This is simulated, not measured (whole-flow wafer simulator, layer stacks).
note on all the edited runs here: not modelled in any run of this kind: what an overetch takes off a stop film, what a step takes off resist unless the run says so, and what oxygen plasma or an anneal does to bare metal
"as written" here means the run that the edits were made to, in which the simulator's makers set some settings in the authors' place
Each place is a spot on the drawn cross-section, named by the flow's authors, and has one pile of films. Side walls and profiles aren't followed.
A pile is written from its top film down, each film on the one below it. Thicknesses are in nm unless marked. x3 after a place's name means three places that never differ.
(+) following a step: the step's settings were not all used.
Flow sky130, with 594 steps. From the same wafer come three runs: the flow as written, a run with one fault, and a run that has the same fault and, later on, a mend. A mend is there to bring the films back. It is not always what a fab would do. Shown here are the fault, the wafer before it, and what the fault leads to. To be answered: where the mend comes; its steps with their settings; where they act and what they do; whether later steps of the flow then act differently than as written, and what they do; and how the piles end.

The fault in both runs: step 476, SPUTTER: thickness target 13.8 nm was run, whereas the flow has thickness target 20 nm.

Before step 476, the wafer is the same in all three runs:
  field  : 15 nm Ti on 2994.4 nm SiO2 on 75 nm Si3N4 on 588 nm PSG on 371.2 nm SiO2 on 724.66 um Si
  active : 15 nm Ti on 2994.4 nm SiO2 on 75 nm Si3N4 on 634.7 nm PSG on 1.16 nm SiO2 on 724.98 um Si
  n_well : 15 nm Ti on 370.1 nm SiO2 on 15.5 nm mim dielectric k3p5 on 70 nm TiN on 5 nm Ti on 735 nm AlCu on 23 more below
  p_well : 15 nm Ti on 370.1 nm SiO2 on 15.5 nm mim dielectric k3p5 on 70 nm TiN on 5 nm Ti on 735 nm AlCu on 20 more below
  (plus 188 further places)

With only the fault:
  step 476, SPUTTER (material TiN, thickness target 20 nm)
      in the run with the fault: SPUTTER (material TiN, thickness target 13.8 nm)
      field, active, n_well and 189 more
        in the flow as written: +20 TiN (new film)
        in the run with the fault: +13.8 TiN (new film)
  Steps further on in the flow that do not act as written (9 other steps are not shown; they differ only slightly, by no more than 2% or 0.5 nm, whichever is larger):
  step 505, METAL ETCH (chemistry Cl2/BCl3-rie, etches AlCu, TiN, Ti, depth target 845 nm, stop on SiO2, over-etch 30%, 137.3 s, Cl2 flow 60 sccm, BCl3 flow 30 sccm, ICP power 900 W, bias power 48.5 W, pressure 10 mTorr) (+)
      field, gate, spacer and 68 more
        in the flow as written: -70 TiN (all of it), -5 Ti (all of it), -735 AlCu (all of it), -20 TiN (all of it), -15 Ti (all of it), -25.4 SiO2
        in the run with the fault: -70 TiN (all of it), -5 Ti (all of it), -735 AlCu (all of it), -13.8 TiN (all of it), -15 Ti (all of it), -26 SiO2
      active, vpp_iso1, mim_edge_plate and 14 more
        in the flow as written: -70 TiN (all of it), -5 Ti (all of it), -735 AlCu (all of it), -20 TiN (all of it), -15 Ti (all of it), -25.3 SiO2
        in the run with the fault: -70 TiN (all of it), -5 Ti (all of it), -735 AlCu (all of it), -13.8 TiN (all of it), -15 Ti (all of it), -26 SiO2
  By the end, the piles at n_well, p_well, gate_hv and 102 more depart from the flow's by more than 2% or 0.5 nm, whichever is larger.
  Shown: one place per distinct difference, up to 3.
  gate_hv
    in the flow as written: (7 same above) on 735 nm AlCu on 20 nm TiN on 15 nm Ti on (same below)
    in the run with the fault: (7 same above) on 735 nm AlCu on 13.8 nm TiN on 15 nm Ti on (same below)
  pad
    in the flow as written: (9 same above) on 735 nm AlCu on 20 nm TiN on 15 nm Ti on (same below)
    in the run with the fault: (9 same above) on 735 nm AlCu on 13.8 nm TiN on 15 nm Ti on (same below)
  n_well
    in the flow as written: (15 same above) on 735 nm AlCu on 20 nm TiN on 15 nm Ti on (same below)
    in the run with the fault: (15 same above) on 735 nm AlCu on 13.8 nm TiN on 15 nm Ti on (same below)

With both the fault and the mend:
  The mend stands after step 476.
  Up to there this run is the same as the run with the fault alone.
  step 476a, SPUTTER (material TiN, thickness target 6.2 nm) (a further turn of the flow's step 476, with different settings)
      field, active, n_well and 189 more
        +6.2 TiN
  Every later step of the flow that is run acts as written at every place that is followed.
  By the end, the piles equal the flow's at every place that both follow.
